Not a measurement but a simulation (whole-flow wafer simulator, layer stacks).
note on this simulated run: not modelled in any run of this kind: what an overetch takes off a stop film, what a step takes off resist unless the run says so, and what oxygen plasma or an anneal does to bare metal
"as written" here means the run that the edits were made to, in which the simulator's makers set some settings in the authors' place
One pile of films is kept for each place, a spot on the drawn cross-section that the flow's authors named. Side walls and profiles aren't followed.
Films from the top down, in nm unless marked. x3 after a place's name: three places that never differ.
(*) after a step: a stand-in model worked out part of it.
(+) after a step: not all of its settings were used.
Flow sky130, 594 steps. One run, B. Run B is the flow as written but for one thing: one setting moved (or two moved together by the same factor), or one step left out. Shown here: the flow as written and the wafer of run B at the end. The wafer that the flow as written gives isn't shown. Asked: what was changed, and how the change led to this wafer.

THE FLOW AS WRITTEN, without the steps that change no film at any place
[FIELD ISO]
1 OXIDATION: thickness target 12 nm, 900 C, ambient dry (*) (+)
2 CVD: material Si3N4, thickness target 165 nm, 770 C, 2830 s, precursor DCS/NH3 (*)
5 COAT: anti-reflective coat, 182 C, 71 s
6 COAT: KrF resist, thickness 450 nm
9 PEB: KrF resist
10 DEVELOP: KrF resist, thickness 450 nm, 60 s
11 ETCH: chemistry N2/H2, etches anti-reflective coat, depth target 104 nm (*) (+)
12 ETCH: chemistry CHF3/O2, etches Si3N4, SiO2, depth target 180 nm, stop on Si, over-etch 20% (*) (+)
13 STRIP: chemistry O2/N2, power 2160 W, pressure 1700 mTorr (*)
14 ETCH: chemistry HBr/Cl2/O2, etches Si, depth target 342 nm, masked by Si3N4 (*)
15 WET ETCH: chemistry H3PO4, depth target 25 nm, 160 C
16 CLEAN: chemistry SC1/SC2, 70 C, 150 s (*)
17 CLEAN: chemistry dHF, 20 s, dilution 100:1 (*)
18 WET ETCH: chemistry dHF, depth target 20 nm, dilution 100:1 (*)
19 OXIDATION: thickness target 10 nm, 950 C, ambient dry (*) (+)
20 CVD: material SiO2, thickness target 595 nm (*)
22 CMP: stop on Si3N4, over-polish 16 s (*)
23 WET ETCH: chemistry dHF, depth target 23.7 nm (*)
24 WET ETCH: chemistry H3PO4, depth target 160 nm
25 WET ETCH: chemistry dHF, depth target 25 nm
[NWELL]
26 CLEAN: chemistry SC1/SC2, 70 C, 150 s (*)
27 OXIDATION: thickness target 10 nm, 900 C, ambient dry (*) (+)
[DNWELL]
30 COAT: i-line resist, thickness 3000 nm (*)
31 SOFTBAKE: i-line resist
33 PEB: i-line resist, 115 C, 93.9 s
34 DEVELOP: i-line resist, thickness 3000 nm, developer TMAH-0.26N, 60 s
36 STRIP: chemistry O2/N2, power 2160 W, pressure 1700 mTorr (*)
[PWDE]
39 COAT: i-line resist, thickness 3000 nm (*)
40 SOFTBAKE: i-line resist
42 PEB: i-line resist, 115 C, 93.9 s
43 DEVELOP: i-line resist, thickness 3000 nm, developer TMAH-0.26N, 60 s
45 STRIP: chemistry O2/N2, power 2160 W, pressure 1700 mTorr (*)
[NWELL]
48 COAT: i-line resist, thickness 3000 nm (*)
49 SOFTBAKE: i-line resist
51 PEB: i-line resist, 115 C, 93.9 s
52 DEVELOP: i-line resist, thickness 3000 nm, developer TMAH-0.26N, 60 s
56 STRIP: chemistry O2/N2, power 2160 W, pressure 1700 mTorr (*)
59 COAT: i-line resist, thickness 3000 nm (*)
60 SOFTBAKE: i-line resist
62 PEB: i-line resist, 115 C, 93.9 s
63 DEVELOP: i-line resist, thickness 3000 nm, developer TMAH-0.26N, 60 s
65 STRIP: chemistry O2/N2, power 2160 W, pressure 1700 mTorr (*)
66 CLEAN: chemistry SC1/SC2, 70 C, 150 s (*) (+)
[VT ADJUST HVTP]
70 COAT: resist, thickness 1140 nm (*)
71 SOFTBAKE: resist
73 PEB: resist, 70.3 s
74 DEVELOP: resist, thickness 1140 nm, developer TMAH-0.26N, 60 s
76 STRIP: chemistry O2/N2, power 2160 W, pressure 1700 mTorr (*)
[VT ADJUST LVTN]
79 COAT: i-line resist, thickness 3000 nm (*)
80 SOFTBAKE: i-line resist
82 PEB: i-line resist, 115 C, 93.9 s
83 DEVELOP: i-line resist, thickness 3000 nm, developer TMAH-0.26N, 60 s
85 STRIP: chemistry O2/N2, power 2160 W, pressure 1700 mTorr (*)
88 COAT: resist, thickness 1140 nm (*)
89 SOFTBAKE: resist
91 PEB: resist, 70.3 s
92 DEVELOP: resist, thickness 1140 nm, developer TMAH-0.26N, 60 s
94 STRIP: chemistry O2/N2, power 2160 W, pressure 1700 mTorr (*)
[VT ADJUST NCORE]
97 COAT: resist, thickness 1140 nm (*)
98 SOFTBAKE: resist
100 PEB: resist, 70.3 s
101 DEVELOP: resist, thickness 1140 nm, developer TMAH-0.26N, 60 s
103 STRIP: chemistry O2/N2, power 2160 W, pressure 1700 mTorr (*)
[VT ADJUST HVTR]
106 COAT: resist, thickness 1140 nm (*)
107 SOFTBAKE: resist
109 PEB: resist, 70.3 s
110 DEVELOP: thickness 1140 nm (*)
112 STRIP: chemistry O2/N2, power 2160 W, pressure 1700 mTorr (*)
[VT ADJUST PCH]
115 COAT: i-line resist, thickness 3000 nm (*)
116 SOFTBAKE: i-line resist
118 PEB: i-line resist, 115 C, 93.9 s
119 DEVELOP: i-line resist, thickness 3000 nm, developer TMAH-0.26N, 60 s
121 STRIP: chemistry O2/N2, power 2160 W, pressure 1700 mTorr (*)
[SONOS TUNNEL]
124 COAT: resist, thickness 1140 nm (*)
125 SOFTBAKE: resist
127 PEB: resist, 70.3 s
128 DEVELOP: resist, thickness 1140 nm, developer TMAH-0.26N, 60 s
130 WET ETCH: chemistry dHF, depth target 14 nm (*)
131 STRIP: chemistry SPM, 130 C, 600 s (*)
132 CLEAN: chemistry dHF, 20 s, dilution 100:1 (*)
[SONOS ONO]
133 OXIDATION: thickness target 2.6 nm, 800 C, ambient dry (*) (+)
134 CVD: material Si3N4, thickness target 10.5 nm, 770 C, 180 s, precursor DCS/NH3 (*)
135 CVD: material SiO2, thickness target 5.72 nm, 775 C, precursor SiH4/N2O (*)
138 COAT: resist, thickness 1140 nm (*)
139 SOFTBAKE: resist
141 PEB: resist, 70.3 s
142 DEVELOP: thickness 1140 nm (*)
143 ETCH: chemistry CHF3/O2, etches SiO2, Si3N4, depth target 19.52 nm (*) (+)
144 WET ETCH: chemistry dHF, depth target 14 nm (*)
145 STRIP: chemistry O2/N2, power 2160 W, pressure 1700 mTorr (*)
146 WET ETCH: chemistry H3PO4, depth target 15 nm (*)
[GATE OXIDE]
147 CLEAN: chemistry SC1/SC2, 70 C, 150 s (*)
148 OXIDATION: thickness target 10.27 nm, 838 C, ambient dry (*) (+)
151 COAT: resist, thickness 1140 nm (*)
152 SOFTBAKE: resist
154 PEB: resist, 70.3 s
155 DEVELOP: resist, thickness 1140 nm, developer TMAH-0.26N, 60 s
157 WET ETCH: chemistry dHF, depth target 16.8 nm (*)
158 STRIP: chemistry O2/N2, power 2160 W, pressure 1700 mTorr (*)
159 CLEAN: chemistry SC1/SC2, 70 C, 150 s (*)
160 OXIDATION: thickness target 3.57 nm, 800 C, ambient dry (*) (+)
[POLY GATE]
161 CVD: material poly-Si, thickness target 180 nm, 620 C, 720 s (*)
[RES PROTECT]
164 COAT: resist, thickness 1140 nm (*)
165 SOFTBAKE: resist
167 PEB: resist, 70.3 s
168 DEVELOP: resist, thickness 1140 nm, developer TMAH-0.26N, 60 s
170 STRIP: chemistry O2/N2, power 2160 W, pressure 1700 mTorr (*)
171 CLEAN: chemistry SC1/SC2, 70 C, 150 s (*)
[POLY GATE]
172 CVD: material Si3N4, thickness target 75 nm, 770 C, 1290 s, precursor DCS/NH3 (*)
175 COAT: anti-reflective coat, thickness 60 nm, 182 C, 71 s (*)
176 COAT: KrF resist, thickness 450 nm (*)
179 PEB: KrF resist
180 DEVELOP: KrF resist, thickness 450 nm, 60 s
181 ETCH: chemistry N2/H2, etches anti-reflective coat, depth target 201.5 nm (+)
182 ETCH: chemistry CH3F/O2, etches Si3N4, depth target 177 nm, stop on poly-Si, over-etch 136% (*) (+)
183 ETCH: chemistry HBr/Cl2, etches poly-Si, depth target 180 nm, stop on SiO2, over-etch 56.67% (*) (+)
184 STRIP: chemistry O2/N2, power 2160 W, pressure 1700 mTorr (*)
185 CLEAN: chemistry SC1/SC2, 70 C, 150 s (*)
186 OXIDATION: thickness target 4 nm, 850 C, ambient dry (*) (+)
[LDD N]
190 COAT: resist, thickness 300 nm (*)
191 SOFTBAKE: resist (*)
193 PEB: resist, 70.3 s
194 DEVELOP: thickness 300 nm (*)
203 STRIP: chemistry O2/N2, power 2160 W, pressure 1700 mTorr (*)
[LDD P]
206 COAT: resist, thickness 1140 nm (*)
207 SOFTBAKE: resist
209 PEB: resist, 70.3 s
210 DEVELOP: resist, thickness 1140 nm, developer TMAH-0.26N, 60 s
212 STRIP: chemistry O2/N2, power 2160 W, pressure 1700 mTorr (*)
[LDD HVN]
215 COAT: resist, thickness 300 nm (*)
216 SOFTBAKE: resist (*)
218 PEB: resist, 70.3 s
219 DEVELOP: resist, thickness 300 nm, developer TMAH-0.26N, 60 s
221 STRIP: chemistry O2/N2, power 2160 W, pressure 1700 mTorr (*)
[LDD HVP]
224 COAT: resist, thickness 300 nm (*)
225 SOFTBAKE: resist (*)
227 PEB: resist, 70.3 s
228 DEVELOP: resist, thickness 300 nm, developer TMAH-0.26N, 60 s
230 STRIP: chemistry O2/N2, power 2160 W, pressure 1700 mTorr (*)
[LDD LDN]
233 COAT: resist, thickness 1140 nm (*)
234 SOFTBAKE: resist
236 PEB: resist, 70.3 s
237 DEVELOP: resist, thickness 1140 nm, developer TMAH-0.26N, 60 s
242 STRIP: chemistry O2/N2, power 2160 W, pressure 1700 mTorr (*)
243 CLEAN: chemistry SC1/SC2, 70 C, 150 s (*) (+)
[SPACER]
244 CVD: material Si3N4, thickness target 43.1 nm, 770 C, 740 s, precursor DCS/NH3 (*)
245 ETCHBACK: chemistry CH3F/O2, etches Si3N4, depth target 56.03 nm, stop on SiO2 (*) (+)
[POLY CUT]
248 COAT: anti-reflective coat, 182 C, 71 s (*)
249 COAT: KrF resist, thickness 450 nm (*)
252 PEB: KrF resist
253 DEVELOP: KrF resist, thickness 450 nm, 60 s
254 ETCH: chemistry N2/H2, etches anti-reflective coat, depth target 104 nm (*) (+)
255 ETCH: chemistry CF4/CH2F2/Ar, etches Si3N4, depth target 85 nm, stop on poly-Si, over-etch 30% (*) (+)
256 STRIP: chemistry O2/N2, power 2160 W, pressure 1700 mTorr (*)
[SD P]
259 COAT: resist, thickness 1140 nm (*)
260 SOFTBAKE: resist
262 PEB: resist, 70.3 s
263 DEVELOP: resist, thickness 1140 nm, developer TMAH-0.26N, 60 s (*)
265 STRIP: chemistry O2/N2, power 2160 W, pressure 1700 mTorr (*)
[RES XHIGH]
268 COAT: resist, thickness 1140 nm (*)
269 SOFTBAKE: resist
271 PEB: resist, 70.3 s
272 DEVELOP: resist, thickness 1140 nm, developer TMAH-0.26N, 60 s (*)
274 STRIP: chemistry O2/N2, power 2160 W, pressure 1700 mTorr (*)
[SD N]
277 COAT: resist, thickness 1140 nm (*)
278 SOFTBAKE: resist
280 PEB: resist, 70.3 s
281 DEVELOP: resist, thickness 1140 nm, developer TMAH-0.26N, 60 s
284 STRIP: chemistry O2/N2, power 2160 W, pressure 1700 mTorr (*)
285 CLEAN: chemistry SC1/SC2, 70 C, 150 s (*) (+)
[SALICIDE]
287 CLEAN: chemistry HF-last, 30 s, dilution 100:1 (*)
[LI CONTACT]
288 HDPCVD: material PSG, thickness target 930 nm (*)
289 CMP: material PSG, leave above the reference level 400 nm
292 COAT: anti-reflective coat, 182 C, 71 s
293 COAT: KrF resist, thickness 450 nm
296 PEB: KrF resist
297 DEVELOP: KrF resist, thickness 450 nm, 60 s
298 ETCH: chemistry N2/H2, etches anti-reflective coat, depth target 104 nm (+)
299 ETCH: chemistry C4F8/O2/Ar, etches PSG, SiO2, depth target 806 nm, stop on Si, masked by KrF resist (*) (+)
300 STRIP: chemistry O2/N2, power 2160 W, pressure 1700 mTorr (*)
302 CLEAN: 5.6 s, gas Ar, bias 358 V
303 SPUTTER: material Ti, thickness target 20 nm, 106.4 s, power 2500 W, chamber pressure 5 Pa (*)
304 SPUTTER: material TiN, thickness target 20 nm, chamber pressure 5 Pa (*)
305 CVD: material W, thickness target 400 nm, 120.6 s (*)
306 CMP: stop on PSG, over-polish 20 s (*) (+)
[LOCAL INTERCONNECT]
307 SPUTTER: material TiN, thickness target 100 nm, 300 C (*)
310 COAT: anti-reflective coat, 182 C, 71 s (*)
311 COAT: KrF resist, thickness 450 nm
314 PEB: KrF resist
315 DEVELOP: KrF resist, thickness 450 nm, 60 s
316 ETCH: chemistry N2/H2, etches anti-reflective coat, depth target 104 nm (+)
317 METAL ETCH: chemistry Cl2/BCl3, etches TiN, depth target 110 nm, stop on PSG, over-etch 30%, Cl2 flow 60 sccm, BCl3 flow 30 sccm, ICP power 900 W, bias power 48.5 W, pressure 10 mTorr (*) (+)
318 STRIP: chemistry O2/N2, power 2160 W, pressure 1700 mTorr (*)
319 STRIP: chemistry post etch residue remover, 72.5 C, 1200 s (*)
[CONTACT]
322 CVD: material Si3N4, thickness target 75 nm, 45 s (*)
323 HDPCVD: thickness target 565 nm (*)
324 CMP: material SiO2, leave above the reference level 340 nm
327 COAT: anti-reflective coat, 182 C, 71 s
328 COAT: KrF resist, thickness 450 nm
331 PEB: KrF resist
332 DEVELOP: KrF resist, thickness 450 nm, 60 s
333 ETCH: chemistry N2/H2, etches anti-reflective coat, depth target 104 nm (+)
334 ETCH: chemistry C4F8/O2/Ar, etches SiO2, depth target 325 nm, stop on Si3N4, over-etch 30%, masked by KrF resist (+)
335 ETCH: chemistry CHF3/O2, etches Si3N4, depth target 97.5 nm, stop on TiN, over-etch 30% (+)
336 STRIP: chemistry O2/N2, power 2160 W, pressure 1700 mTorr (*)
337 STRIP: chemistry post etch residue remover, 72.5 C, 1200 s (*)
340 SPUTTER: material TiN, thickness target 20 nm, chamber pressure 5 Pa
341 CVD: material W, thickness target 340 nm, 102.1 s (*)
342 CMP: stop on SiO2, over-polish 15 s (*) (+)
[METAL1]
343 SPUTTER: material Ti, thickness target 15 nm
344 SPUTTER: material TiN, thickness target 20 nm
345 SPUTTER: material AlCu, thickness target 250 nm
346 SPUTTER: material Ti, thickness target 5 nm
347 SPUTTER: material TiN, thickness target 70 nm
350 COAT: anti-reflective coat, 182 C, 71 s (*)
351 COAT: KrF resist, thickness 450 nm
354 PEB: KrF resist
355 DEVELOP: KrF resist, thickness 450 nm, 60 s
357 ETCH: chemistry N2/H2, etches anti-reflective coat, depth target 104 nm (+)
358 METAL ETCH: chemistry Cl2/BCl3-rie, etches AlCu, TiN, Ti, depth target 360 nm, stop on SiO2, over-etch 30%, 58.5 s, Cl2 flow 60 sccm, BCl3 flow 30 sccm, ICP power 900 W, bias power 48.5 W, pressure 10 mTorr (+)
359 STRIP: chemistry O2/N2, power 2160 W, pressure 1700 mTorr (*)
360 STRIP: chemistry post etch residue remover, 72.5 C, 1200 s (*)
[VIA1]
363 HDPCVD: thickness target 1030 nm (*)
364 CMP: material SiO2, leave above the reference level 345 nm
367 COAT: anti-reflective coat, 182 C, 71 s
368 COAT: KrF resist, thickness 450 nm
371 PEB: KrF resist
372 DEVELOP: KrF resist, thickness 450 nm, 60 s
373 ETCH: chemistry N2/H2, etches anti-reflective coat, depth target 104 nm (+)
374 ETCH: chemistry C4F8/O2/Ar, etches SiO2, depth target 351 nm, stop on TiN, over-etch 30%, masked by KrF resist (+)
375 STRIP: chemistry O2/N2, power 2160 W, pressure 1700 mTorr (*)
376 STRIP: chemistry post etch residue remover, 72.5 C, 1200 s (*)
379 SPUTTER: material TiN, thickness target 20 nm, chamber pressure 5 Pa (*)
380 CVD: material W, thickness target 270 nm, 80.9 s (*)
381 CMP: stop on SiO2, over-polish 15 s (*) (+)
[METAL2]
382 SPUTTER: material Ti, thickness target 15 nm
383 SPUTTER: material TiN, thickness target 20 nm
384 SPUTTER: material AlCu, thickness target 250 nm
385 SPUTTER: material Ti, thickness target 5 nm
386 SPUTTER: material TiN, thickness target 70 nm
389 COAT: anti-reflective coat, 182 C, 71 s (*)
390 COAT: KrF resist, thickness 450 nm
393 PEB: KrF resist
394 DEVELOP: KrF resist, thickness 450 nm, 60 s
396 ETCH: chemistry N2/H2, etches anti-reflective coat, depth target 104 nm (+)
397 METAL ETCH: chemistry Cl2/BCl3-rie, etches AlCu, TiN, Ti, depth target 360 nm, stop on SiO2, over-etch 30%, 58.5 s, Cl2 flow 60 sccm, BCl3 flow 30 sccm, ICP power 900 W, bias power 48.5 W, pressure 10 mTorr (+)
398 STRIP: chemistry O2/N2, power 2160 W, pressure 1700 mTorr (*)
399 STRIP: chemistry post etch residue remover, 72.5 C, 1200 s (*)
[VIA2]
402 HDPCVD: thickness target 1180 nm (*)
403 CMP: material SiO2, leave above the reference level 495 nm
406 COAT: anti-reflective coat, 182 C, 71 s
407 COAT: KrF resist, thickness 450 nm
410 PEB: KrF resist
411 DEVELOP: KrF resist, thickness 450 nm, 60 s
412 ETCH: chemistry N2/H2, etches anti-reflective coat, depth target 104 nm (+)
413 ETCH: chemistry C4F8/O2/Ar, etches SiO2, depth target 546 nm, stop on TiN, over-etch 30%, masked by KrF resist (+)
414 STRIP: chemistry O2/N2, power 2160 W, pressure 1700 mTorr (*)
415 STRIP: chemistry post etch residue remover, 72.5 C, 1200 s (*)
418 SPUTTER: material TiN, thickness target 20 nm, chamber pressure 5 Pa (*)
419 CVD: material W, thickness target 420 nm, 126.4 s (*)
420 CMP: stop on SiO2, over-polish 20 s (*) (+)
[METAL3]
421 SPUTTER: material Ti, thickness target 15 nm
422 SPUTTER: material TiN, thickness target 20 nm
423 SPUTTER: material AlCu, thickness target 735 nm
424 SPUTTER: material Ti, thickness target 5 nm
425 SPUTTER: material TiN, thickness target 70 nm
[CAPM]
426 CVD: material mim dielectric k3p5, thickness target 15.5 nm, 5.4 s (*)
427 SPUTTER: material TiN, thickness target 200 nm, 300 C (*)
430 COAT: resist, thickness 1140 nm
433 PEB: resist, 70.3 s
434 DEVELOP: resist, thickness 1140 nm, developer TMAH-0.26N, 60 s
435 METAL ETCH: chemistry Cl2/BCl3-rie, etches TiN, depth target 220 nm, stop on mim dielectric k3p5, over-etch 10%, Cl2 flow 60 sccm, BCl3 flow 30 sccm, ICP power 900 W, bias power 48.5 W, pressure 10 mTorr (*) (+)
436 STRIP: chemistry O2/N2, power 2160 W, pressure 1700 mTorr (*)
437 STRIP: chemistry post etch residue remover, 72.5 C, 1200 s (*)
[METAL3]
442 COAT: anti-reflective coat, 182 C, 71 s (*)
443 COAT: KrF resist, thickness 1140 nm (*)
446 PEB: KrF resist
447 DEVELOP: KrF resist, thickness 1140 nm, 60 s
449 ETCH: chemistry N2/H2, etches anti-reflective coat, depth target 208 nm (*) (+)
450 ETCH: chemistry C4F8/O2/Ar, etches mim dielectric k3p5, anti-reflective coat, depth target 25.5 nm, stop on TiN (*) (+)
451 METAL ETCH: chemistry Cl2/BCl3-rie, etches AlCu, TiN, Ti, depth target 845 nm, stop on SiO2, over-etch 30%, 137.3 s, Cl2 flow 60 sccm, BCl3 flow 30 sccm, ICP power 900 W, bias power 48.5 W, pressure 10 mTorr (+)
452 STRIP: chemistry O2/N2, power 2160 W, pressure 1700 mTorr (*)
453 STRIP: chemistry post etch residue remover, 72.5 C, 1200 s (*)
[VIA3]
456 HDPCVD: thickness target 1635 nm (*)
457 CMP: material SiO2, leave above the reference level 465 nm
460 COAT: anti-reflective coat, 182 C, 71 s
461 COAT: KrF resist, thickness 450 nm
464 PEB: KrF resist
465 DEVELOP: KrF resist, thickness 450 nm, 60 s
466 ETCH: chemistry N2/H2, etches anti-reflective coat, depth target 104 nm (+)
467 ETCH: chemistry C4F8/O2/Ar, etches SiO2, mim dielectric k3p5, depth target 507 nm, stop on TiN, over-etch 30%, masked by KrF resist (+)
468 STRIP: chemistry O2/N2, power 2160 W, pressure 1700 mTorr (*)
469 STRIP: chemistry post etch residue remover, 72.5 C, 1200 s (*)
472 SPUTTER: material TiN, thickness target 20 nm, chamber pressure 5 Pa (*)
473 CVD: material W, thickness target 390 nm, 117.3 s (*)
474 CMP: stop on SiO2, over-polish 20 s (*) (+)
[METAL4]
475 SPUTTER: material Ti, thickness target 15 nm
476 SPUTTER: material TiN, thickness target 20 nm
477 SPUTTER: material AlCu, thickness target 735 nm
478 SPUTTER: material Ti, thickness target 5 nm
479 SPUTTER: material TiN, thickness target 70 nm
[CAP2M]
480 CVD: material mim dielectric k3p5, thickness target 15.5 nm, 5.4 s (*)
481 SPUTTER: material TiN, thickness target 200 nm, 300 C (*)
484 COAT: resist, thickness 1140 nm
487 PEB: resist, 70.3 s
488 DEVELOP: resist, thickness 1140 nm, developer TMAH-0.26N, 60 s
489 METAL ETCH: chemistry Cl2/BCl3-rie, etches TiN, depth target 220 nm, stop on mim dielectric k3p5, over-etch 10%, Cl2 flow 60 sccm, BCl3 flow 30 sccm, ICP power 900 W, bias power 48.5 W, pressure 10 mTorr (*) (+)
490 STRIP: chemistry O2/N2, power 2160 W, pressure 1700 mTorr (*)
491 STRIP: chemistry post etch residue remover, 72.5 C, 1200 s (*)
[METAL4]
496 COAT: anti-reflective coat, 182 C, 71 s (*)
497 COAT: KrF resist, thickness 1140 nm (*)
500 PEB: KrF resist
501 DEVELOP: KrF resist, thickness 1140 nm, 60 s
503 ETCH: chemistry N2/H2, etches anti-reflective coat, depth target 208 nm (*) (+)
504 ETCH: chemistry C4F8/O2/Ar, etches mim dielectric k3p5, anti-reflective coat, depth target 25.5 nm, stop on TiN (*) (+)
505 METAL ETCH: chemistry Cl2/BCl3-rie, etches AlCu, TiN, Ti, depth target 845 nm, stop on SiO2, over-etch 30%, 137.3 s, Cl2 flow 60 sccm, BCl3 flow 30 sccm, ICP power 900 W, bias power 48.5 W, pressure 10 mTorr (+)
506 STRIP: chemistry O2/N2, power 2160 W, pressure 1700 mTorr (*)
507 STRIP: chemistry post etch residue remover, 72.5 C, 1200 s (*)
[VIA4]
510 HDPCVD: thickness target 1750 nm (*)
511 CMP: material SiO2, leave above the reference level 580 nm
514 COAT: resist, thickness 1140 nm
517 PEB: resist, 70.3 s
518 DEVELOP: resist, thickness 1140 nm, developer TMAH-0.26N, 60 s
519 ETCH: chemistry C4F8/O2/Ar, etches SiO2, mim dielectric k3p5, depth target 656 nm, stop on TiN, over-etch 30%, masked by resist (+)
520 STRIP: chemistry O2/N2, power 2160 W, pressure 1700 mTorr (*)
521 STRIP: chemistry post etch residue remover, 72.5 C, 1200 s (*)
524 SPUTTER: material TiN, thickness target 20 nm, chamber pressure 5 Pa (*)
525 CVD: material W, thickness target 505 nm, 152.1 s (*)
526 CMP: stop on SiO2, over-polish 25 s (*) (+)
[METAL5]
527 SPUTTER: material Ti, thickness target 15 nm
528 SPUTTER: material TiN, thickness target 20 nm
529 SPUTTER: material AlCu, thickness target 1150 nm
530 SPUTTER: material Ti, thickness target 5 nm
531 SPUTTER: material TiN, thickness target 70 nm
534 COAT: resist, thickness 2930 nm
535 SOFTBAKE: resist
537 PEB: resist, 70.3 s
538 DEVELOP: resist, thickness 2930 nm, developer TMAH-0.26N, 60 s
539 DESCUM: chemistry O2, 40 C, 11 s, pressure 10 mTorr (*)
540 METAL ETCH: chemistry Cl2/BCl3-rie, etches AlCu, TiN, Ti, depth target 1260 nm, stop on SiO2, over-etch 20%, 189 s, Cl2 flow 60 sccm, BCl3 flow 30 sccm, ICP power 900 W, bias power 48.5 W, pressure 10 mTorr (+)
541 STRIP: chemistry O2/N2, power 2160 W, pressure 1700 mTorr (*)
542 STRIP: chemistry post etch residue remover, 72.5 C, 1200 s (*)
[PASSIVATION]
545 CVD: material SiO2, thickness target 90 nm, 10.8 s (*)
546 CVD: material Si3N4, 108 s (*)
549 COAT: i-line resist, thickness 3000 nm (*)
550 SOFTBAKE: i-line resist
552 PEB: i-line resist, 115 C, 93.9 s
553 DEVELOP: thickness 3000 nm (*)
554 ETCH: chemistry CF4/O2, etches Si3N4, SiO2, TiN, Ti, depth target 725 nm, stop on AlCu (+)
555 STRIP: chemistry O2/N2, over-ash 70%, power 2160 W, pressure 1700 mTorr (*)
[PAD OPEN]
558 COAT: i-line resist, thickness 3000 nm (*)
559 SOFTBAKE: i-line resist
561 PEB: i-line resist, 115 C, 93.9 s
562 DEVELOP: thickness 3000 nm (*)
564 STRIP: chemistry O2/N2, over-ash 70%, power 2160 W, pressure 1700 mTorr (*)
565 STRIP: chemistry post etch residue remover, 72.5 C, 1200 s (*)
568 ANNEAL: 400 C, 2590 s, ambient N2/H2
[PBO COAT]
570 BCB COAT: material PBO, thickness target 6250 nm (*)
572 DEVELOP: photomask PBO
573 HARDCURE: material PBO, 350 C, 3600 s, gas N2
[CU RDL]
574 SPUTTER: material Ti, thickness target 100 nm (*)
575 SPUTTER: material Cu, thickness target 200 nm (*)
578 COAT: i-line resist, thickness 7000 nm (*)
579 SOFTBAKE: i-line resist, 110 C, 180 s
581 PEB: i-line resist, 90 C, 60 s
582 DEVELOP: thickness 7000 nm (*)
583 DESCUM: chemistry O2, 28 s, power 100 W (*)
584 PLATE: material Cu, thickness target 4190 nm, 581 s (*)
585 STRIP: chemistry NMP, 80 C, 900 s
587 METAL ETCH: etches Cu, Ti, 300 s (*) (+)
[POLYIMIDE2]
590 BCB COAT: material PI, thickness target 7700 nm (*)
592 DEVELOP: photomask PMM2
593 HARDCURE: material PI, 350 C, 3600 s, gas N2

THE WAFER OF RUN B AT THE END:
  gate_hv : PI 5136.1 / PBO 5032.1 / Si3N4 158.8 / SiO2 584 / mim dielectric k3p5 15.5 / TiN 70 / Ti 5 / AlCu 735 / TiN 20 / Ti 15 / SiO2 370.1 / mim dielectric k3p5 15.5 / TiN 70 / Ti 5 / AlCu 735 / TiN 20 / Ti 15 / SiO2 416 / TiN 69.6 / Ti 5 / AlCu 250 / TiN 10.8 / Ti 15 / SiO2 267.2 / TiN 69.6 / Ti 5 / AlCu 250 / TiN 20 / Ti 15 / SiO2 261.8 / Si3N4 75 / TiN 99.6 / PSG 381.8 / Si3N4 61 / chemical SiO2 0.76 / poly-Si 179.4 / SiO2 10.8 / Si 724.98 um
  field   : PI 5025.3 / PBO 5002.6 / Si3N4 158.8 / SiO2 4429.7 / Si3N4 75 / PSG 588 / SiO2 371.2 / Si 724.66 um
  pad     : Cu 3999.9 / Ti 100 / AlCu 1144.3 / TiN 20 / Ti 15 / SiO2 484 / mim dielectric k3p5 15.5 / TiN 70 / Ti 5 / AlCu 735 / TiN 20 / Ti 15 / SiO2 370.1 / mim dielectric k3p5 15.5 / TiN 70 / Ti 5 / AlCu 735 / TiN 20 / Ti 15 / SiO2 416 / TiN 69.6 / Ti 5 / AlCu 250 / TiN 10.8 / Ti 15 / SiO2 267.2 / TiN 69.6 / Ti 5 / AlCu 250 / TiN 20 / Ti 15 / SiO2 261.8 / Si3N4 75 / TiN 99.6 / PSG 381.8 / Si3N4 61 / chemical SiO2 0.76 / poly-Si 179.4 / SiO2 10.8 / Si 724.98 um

The cause: step 383, SPUTTER: thickness target 10.8 nm was run, where the flow has thickness target 20 nm.
It can be read off the wafer: gate_hv has TiN 10.8, and step 383 as written asks for 20 nm.

How the change led to this, step by step:
  383 SPUTTER: material TiN, thickness target 20 nm
      field, active, n_well and 188 more: TiN +10.8 (new film) (as written it would be: TiN +20 (new film))
  397 METAL ETCH: chemistry Cl2/BCl3-rie, etches AlCu, TiN, Ti, depth target 360 nm, stop on SiO2, over-etch 30%, 58.5 s, Cl2 flow 60 sccm, BCl3 flow 30 sccm, ICP power 900 W, bias power 48.5 W, pressure 10 mTorr (+)
      field, active, gate and 82 more: TiN -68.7 (all of it), Ti -5 (all of it), AlCu -250 (all of it), TiN -10.8 (all of it), Ti -15 (all of it), SiO2 -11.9 (as written it would be: TiN -68.7 (all of it), Ti -5 (all of it), AlCu -250 (all of it), TiN -20 (all of it), Ti -15 (all of it), SiO2 -10.9)
  403 CMP: material SiO2, leave above the reference level 495 nm
      field, active, gate and 82 more: SiO2 -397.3 (as written it would be: SiO2 -389.1)
